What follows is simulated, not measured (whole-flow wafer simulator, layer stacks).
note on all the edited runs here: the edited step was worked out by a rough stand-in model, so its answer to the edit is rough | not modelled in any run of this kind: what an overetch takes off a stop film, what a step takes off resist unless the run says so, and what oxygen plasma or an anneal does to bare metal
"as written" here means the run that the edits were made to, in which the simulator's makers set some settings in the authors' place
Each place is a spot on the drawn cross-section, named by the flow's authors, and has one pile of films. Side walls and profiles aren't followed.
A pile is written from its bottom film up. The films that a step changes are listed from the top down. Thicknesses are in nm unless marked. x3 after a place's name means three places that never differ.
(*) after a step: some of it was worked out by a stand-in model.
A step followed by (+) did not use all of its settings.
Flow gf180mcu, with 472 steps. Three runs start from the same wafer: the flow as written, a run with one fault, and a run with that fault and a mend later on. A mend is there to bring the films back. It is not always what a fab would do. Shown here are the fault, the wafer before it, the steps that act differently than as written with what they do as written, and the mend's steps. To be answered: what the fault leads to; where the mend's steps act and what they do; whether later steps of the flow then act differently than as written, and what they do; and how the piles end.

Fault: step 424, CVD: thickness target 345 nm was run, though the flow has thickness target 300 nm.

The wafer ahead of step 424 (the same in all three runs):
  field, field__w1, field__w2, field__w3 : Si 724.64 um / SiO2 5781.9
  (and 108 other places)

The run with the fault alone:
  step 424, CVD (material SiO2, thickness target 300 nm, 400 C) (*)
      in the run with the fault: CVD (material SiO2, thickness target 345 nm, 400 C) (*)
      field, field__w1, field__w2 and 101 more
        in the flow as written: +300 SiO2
        in the run with the fault: +345 SiO2
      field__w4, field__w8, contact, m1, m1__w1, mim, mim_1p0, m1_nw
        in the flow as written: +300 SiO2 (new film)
        in the run with the fault: +345 SiO2 (new film)
  Later steps of the flow acting differently than as written (2 more steps, not shown, differ only slightly: by at most 2% or 0.5 nm, whichever is larger):
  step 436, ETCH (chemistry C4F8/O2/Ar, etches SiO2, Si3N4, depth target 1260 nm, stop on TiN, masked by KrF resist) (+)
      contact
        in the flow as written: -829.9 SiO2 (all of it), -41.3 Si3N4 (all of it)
        in the run with the fault: -874.9 SiO2 (all of it), -41.3 Si3N4 (all of it)
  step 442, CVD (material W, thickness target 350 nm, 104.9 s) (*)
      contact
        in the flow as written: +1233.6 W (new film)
        in the run with the fault: +1278.9 W (new film)
  At field__w4, field__w8, contact, m1, m1__w1, mim, mim_1p0, m1_nw, the piles at the end differ from the flow's by more than 2% or 0.5 nm, whichever is larger.
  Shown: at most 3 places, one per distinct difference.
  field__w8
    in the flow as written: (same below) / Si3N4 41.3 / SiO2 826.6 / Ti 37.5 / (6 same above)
    in the run with the fault: (same below) / Si3N4 41.3 / SiO2 871.6 / Ti 37.5 / (6 same above)
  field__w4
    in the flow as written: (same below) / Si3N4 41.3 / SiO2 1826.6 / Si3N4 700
    in the run with the fault: (same below) / Si3N4 41.3 / SiO2 1871.6 / Si3N4 700
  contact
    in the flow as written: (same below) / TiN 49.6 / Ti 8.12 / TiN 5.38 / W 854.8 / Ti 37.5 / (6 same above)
    in the run with the fault: (same below) / TiN 49.6 / Ti 7.91 / TiN 5.24 / W 900.1 / Ti 37.5 / (6 same above)

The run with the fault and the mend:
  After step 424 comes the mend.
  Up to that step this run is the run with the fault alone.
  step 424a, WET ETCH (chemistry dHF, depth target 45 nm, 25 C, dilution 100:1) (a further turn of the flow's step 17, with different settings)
      field, field__w1, field__w2 and 109 more
        -45 SiO2
  Later steps of the flow that are run all act as written at every place that is followed.
  By the end, the piles equal the flow's at every place that both follow.
